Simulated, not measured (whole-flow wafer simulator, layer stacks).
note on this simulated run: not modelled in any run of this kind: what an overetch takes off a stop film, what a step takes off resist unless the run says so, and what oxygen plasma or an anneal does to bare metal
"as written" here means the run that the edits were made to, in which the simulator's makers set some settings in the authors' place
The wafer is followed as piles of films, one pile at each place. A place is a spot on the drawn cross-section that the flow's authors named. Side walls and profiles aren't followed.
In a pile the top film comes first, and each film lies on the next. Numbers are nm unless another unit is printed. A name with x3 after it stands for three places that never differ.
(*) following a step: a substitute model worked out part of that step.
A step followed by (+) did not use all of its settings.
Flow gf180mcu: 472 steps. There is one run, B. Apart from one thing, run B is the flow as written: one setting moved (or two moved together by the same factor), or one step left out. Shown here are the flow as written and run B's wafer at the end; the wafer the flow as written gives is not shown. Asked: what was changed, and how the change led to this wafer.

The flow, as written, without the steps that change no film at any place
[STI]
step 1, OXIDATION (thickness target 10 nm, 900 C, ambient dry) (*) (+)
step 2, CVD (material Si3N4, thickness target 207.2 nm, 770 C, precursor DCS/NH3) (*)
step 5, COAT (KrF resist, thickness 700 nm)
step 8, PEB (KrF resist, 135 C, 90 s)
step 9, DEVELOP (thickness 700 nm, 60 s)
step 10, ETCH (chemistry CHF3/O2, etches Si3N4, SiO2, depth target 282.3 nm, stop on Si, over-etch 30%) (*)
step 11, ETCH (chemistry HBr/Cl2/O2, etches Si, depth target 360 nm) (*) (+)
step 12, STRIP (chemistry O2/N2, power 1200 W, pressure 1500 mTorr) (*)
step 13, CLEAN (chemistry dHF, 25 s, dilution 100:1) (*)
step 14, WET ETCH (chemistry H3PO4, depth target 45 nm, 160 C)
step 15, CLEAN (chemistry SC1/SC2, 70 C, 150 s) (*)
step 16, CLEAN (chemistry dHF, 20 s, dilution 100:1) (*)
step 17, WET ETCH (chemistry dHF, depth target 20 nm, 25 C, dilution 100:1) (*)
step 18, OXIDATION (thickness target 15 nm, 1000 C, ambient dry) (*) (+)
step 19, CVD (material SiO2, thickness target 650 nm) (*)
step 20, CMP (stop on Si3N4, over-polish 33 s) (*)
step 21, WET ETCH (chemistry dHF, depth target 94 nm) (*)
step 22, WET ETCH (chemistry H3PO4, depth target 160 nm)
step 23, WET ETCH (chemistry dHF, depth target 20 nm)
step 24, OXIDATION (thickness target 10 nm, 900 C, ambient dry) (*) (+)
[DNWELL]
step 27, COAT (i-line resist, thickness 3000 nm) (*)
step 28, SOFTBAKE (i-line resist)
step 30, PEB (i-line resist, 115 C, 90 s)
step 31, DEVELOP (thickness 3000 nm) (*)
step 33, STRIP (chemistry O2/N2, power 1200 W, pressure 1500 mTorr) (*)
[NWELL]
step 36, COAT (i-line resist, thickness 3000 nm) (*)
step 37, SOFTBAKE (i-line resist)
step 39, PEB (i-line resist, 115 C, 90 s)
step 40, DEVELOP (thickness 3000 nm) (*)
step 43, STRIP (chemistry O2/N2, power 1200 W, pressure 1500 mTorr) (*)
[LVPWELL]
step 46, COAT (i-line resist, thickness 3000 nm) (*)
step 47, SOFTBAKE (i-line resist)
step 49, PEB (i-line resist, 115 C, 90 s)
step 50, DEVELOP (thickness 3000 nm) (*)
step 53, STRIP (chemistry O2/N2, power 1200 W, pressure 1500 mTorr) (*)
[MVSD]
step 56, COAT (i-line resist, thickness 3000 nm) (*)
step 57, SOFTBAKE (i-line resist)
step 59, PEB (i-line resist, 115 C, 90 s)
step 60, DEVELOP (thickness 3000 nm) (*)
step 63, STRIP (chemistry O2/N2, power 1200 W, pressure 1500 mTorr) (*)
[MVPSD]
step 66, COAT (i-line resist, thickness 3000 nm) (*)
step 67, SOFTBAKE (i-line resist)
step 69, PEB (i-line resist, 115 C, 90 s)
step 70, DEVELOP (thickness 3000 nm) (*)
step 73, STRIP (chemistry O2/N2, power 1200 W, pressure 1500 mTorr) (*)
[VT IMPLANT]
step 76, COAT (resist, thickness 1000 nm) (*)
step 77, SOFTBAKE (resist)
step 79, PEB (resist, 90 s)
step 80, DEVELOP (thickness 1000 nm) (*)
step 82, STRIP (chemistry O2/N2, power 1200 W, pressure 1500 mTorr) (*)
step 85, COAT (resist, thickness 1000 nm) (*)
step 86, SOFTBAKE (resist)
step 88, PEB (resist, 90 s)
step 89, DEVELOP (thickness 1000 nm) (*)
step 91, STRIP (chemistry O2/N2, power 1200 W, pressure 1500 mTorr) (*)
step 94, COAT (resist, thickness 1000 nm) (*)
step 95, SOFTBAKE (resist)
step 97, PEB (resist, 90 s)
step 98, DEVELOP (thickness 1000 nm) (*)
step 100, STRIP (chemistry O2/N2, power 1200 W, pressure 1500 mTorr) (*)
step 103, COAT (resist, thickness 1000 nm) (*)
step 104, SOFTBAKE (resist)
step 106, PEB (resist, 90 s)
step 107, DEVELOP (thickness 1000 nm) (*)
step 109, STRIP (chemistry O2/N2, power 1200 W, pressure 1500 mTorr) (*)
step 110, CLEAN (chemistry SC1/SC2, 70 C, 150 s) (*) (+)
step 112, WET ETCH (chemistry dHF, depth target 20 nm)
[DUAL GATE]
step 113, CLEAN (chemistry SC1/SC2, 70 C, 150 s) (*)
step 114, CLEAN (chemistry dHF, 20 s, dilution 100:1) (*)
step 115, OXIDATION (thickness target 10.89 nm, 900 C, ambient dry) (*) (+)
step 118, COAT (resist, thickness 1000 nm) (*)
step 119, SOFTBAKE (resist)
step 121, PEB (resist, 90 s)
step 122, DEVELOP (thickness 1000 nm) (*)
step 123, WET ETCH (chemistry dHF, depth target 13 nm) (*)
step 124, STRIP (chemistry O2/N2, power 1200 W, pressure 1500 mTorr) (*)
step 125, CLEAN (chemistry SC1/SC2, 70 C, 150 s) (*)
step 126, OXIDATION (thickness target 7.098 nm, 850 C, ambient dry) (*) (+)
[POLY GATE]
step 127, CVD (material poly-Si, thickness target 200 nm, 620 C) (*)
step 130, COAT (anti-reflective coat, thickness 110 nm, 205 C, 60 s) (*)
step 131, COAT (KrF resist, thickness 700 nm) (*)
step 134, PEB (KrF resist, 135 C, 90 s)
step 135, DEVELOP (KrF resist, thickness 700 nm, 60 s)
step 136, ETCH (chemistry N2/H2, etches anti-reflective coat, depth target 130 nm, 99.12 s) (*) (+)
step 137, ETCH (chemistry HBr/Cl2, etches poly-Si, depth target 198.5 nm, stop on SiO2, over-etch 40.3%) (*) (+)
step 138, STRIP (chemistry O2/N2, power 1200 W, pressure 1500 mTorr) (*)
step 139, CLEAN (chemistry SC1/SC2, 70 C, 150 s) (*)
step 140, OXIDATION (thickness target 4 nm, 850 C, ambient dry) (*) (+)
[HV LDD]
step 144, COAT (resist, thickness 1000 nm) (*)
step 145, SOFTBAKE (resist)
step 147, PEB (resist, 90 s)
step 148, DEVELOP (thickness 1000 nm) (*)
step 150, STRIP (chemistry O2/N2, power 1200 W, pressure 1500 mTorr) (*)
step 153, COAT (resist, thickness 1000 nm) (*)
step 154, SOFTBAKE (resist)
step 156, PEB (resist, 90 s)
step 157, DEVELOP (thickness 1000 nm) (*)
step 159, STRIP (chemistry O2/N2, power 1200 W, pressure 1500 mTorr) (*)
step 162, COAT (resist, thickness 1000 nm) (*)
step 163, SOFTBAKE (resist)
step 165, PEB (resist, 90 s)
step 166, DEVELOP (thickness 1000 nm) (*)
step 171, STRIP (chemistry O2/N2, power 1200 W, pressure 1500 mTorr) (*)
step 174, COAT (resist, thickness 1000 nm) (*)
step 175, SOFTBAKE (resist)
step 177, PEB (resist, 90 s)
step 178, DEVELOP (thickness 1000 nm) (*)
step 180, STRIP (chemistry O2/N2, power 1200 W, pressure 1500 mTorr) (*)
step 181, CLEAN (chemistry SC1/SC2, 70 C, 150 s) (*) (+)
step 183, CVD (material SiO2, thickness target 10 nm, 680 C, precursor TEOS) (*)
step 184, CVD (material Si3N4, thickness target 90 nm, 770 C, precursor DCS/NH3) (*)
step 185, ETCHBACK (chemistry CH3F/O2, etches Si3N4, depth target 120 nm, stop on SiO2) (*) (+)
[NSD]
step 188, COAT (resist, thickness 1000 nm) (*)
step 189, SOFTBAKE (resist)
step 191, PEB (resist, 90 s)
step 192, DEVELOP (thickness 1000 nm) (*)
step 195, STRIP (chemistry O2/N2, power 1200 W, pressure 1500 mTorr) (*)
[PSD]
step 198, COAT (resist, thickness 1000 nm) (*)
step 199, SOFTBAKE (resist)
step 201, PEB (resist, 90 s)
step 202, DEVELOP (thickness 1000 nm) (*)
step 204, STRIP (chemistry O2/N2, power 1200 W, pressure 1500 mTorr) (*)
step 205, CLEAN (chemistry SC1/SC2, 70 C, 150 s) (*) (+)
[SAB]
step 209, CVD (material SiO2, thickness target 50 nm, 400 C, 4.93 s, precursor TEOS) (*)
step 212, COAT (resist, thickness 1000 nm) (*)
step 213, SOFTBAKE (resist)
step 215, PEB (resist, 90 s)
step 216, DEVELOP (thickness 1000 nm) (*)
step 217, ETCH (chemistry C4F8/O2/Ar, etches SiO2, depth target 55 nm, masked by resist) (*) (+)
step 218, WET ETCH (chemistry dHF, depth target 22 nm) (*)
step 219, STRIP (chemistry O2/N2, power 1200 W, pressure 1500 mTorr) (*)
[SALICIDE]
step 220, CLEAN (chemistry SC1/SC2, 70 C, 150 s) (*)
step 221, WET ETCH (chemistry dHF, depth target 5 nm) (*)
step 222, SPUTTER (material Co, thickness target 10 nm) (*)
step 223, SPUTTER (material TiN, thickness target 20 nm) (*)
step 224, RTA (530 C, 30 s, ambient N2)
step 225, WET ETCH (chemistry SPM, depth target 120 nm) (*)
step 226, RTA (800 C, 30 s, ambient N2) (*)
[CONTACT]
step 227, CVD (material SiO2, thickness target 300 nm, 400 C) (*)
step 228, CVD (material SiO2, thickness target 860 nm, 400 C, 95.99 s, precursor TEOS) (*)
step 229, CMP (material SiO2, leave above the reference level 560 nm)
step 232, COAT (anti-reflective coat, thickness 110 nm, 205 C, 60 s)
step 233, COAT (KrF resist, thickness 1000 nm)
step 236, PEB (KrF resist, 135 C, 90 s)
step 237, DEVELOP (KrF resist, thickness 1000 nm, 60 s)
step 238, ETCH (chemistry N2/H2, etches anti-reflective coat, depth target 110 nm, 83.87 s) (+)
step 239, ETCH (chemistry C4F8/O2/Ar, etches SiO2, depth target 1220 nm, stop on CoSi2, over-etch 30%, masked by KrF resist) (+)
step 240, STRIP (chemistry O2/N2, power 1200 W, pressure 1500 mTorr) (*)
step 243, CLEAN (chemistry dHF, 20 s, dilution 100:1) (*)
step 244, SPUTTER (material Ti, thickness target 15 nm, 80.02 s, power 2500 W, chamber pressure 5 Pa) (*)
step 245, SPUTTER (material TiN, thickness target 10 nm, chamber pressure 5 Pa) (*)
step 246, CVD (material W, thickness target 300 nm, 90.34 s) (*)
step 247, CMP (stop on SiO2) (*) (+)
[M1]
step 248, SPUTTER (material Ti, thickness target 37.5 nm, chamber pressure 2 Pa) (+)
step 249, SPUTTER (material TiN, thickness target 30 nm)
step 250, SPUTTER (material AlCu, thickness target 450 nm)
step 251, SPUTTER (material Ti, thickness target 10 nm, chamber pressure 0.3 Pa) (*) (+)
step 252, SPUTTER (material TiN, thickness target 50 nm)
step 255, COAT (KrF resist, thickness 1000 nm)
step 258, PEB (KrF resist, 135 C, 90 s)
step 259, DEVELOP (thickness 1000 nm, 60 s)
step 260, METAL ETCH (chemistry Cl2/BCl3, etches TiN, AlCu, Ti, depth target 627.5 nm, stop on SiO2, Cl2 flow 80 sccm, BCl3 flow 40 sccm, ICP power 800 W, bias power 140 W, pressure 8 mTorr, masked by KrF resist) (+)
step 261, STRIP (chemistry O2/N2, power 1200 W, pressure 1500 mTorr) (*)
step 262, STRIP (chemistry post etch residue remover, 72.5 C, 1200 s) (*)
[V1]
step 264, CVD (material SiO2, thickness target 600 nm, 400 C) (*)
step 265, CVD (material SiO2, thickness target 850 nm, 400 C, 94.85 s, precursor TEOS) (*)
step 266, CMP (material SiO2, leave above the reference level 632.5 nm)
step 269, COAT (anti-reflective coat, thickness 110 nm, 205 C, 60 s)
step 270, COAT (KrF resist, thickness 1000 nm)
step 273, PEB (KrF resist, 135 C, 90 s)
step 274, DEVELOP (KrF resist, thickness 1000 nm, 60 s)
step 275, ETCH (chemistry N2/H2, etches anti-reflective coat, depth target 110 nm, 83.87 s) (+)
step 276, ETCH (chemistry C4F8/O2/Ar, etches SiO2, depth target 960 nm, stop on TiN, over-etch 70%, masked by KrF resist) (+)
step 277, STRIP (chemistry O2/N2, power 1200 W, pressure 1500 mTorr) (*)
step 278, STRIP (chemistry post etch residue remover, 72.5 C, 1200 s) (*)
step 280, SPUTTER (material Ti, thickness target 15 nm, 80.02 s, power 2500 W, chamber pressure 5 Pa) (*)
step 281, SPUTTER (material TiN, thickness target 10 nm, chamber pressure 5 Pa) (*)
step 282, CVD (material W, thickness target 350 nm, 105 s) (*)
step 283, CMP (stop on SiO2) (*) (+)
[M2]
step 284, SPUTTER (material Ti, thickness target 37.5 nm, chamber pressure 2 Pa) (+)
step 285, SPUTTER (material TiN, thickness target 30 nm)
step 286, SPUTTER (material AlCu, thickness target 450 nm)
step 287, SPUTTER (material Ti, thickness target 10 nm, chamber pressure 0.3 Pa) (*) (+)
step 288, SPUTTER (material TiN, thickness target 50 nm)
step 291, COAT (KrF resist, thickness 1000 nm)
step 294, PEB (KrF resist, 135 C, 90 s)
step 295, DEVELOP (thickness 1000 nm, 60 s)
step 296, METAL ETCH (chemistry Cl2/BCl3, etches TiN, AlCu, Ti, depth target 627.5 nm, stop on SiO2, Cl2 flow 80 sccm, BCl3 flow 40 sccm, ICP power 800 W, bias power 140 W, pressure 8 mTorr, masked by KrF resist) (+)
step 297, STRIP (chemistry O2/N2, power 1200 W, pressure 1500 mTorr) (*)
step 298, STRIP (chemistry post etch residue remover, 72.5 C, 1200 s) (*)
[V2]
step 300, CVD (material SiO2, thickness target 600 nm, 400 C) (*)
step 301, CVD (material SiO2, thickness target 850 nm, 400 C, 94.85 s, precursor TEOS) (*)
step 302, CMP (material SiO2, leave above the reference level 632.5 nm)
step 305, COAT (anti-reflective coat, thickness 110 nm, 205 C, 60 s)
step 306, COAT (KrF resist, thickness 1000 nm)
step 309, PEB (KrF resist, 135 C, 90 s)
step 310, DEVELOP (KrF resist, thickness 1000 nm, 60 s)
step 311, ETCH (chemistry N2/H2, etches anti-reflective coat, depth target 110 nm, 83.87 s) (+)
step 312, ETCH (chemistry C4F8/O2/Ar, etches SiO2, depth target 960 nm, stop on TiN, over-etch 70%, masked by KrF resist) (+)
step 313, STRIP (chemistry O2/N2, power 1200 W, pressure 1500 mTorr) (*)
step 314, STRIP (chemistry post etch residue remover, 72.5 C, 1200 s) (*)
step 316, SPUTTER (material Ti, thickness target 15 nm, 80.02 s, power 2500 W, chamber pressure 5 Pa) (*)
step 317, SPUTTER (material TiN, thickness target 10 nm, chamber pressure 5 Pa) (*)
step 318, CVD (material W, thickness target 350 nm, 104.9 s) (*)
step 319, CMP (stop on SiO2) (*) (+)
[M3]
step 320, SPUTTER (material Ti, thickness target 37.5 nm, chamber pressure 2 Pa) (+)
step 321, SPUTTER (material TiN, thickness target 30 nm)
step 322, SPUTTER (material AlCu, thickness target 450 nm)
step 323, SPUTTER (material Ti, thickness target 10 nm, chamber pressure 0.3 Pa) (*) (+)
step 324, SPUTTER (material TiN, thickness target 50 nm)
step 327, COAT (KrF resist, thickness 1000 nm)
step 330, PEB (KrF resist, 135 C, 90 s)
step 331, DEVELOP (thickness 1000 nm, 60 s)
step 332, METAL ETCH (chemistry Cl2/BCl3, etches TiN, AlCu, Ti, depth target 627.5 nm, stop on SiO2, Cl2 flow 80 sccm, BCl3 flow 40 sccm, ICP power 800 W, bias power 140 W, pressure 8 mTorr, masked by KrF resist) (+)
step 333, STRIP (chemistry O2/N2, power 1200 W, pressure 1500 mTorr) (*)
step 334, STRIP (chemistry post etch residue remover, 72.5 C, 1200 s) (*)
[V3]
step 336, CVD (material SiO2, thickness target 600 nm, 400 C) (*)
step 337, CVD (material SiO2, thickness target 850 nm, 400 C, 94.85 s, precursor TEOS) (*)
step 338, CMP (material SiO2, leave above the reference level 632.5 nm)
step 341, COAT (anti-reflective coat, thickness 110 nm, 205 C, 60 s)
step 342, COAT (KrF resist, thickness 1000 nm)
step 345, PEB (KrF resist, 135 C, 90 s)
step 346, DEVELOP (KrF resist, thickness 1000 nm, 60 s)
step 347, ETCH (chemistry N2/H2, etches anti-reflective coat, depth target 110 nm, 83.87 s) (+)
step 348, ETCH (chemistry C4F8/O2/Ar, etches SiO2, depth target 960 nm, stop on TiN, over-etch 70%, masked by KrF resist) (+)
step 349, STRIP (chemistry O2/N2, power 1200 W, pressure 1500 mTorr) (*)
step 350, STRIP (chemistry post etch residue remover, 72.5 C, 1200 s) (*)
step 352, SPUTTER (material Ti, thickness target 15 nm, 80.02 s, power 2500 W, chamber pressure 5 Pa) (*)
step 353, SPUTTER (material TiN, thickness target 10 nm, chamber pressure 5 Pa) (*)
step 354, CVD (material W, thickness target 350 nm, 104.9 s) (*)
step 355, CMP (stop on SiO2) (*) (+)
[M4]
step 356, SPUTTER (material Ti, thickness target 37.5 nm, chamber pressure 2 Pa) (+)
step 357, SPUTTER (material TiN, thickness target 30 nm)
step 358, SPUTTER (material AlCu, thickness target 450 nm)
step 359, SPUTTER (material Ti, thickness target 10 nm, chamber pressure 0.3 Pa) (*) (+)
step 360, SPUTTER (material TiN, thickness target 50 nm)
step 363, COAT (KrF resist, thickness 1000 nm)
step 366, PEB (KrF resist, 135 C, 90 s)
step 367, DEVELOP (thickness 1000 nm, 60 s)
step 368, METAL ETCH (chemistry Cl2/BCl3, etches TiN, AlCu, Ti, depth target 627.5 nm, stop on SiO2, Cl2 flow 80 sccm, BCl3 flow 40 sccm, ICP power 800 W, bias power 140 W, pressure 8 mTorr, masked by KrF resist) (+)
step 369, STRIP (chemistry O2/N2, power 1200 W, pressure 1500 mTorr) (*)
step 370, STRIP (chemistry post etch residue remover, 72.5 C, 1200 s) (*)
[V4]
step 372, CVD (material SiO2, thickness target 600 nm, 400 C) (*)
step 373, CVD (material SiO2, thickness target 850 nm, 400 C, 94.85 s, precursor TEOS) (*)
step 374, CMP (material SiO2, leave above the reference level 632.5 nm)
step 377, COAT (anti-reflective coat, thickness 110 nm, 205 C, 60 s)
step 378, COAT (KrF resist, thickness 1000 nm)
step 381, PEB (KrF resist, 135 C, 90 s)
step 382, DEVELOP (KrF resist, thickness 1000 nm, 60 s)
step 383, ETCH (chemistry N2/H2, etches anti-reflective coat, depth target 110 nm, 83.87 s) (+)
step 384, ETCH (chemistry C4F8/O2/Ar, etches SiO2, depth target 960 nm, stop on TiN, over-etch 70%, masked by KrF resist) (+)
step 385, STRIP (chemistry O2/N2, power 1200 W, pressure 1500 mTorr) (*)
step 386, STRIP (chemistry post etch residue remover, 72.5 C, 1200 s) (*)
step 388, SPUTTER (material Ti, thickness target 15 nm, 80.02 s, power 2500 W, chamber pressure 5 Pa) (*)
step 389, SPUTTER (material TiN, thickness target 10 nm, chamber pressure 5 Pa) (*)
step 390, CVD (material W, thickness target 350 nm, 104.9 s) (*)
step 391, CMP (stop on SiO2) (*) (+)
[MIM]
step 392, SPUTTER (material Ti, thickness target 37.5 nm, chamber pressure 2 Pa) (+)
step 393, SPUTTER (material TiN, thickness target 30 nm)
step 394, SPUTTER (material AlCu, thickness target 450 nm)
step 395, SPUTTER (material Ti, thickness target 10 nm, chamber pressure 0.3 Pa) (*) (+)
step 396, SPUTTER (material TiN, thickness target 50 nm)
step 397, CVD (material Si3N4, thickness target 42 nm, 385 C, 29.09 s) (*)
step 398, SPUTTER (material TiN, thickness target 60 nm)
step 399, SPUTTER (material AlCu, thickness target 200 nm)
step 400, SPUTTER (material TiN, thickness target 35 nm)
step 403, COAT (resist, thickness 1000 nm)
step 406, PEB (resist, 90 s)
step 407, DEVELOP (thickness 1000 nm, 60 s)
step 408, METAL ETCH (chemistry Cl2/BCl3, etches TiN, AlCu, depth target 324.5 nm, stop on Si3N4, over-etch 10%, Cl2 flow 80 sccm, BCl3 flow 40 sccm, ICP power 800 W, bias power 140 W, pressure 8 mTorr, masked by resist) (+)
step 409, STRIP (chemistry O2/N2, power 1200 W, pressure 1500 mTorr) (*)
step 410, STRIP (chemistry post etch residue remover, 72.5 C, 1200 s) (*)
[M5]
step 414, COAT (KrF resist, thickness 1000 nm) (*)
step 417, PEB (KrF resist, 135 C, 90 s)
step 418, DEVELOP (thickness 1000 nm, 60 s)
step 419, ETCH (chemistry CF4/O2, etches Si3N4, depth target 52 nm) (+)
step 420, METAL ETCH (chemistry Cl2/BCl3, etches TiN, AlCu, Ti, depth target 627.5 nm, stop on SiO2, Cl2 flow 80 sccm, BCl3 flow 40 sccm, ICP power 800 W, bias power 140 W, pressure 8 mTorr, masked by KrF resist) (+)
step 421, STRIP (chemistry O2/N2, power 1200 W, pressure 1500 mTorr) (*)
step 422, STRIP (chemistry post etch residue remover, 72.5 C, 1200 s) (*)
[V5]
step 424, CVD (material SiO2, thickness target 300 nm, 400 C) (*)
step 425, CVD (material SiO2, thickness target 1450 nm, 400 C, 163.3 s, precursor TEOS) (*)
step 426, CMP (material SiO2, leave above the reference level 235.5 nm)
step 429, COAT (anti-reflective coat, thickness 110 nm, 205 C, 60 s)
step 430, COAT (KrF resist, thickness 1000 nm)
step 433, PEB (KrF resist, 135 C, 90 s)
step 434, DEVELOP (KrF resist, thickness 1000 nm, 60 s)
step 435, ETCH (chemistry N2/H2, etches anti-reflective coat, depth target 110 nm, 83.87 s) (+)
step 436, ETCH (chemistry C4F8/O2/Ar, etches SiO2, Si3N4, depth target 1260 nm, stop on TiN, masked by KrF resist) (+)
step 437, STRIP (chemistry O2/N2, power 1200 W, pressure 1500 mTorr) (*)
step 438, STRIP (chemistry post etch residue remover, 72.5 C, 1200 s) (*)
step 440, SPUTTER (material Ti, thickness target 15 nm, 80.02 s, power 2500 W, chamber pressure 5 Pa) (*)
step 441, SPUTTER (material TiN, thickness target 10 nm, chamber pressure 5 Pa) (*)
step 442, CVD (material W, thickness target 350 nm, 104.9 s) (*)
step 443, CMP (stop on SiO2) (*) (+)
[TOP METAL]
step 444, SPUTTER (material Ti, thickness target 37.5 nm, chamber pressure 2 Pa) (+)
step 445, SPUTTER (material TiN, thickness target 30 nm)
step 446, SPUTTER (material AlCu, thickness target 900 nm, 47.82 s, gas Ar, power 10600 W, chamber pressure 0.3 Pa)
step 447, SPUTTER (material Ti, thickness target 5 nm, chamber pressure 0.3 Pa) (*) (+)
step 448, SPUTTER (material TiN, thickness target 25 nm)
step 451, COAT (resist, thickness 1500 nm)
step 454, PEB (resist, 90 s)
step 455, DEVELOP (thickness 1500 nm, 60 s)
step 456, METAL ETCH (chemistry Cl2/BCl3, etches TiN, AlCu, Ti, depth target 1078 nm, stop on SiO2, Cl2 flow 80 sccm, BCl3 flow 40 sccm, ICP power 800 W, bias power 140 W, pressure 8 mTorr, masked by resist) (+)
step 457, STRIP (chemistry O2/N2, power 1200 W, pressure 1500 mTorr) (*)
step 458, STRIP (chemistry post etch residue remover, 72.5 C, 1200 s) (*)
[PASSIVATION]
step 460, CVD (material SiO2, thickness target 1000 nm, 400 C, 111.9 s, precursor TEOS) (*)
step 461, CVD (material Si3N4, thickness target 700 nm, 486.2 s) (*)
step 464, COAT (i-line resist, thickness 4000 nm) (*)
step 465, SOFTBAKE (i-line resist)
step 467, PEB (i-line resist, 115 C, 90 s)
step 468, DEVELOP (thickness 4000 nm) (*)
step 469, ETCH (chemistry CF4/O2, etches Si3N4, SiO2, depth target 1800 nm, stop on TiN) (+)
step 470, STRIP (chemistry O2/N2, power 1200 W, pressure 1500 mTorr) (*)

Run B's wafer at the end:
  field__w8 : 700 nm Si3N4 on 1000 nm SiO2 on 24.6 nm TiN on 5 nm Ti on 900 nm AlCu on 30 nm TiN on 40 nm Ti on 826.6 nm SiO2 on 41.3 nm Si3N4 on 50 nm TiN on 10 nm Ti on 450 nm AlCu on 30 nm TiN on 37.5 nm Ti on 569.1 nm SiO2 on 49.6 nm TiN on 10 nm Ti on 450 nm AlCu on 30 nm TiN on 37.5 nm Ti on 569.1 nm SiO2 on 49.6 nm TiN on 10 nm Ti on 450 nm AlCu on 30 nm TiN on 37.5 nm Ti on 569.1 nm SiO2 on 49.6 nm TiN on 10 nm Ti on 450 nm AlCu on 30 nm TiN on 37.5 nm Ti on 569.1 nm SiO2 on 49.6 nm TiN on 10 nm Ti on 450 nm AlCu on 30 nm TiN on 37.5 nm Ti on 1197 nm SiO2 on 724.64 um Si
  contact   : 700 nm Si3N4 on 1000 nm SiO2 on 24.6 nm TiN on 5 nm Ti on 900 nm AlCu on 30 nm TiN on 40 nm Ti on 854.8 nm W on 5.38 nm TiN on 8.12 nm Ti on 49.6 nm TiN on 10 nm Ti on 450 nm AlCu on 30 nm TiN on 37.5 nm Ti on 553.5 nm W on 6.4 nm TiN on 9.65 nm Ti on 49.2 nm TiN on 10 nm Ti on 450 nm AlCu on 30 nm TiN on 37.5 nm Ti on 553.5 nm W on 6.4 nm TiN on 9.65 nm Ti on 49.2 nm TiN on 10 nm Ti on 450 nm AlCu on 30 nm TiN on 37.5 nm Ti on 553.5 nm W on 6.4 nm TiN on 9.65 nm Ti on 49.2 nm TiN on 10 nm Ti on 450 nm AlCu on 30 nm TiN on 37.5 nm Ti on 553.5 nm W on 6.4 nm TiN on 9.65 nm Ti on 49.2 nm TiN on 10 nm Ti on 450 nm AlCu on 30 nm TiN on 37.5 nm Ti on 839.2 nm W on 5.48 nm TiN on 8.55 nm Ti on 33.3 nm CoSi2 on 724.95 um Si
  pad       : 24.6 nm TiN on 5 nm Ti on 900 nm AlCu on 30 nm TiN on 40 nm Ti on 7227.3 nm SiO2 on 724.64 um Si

What caused this: step 444, SPUTTER: thickness target 39.98 nm was run, though the flow has thickness target 37.5 nm.
One can read it off the wafer: field__w8 has Ti 40, and step 444 as written asks for 37.5 nm.

How this came from the change, step by step:
  step 444, SPUTTER (material Ti, thickness target 37.5 nm, chamber pressure 2 Pa) (+)
      field, field__w1, field__w2 and 109 more: +40 Ti (new film) (in the flow as written it would be: +37.5 Ti (new film))
  step 456, METAL ETCH (chemistry Cl2/BCl3, etches TiN, AlCu, Ti, depth target 1078 nm, stop on SiO2, Cl2 flow 80 sccm, BCl3 flow 40 sccm, ICP power 800 W, bias power 140 W, pressure 8 mTorr, masked by resist) (+)
      field, field__w1, field__w2 and 103 more: -25 TiN (all of it), -5 Ti (all of it), -900 AlCu (all of it), -30 TiN (all of it), -40 Ti (all of it) (in the flow as written it would be: -25 TiN (all of it), -5 Ti (all of it), -900 AlCu (all of it), -30 TiN (all of it), -37.5 Ti (all of it))
